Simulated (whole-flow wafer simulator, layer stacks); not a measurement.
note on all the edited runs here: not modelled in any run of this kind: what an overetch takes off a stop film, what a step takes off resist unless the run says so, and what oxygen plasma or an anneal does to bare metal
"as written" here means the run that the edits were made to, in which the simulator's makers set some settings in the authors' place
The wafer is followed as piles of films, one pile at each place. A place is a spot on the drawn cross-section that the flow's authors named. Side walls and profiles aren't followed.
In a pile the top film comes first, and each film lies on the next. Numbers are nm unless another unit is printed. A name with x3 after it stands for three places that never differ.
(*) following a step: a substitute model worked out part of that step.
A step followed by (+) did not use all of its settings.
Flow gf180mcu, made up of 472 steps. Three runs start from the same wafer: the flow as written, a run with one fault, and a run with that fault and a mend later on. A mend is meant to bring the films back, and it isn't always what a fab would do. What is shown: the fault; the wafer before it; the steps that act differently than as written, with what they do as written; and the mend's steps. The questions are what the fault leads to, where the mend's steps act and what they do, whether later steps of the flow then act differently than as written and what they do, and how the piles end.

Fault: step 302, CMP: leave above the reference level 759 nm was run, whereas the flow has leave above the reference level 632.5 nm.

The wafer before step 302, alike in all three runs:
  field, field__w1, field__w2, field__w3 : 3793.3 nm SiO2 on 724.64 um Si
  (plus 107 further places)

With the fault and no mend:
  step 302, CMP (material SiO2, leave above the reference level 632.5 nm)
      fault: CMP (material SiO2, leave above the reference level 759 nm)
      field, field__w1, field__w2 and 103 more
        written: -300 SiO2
        fault: -173.5 SiO2
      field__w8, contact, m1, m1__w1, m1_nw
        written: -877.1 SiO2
        fault: -750.6 SiO2
  Later steps of the flow acting differently than as written (1 more step, not shown, differs only slightly: by at most 2% or 0.5 nm, whichever is larger):
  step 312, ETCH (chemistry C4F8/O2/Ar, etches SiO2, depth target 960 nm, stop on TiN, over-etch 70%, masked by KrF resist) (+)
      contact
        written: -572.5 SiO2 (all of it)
        fault: -699 SiO2 (all of it)
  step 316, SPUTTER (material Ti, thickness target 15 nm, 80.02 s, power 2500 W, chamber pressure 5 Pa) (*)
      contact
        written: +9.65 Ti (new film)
        fault: +8.97 Ti (new film)
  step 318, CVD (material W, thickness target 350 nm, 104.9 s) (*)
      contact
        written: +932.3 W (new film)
        fault: +1059.9 W (new film)
  The piles end different from the flow's at field__w4, field__w8, contact, m1, m1__w1, mim, mim_1p0, m1_nw by more than 2% or 0.5 nm, whichever is larger.
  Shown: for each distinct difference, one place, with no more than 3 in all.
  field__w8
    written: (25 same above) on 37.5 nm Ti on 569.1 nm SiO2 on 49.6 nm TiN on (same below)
    fault: (25 same above) on 37.5 nm Ti on 695.6 nm SiO2 on 49.6 nm TiN on (same below)
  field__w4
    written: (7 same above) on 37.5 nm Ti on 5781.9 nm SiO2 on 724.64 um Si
    fault: (7 same above) on 37.5 nm Ti on 5908.4 nm SiO2 on 724.64 um Si
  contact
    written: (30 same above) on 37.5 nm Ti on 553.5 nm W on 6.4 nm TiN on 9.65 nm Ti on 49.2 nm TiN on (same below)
    fault: (30 same above) on 37.5 nm Ti on 681.1 nm W on 5.95 nm TiN on 8.97 nm Ti on 49.2 nm TiN on (same below)

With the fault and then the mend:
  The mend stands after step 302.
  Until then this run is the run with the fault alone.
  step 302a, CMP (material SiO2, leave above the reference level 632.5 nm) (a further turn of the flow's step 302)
      field, field__w1, field__w2 and 108 more
        -126.5 SiO2
  Every later step of the flow that is run acts as written at every place that is followed.
  By the end, the piles equal the flow's at every place that both follow.
